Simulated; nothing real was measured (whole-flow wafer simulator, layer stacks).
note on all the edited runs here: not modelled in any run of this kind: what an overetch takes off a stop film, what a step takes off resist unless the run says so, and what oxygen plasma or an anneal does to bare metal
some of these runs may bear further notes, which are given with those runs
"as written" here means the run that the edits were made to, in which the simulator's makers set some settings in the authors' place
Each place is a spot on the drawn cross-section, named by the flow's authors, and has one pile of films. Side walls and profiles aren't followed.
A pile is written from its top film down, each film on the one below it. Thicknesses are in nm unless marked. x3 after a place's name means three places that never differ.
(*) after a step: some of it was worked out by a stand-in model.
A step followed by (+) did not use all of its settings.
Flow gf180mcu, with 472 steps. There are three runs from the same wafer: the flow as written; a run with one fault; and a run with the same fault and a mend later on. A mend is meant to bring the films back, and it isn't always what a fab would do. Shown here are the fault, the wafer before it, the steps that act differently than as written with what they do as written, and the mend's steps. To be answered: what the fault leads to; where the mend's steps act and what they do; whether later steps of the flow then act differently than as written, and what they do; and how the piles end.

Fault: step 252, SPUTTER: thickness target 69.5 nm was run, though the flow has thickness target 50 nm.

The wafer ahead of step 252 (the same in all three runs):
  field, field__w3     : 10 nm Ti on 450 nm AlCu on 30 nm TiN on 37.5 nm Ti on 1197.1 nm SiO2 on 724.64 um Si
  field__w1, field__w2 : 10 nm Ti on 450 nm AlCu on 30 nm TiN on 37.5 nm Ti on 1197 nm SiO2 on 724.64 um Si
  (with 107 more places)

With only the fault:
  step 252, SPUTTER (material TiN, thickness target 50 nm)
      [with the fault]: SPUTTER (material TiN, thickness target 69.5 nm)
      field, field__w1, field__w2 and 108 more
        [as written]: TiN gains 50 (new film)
        [with the fault]: TiN gains 69.5 (new film)
  Steps later in the flow that act otherwise than as written (3 other steps are not shown; they differ only slightly, by no more than 2% or 0.5 nm, whichever is larger):
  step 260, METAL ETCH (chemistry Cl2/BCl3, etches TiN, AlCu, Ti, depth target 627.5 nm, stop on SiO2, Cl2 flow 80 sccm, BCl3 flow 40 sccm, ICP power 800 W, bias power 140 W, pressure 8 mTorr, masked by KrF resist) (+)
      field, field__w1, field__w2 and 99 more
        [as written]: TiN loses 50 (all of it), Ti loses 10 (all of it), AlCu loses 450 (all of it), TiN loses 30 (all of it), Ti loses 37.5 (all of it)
        [with the fault]: TiN loses 69.5 (all of it), Ti loses 10 (all of it), AlCu loses 450 (all of it), TiN loses 30 (all of it), Ti loses 37.5 (all of it)
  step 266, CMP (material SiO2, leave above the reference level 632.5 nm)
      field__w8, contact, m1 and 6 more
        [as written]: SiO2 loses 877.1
        [with the fault]: SiO2 loses 896.6
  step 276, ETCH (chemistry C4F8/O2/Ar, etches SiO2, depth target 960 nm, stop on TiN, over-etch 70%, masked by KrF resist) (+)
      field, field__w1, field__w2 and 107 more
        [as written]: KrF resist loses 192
        [with the fault]: KrF resist loses 188
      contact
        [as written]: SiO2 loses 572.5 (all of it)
        [with the fault]: SiO2 loses 553 (all of it)
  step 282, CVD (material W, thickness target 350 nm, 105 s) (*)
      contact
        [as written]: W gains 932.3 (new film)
        [with the fault]: W gains 912.6 (new film)
  By the end, the piles at field__w8, contact, m1 and 6 more depart from the flow's by more than 2% or 0.5 nm, whichever is larger.
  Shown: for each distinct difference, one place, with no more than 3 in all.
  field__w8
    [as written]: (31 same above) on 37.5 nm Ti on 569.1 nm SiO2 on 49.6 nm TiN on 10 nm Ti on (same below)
    [with the fault]: (31 same above) on 37.5 nm Ti on 549.6 nm SiO2 on 69.1 nm TiN on 10 nm Ti on (same below)
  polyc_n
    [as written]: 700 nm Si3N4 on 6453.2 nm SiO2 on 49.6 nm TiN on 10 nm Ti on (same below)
    [with the fault]: 700 nm Si3N4 on 6433.7 nm SiO2 on 69.1 nm TiN on 10 nm Ti on (same below)
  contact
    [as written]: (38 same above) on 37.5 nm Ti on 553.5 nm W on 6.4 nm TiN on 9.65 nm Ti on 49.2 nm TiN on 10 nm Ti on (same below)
    [with the fault]: (38 same above) on 37.5 nm Ti on 533.8 nm W on 6.48 nm TiN on 9.76 nm Ti on 68.7 nm TiN on 10 nm Ti on (same below)

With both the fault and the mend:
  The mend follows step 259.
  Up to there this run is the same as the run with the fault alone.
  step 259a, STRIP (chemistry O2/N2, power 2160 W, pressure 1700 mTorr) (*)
      field__w8, contact, m1 and 6 more
        KrF resist loses 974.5 (all of it)
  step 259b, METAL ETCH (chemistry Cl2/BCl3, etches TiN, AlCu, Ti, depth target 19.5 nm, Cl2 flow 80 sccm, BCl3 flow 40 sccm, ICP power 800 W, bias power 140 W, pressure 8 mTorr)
      field, field__w1, field__w2 and 108 more
        TiN loses 19.5
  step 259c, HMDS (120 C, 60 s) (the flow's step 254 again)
      leaves every film unchanged at each place that is followed
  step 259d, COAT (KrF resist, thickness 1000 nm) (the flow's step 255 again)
      field, field__w1, field__w2 and 108 more
        KrF resist gains 1000 (new film)
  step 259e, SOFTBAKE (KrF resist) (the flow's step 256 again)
      leaves every film unchanged at each place that is followed
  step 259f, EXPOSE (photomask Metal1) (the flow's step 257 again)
      leaves every film unchanged at each place that is followed
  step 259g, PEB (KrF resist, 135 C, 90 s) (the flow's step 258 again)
      field, field__w1, field__w2 and 108 more
        KrF resist loses 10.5
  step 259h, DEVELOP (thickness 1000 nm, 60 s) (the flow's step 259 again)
      field, field__w1, field__w2 and 99 more
        KrF resist loses 989.5 (all of it)
      field__w8, contact, m1 and 6 more
        KrF resist loses 14.9
  None of the later steps of the flow acts differently than as written at any place that is followed.
  At every place that both follow, the piles at the end match the flow's.
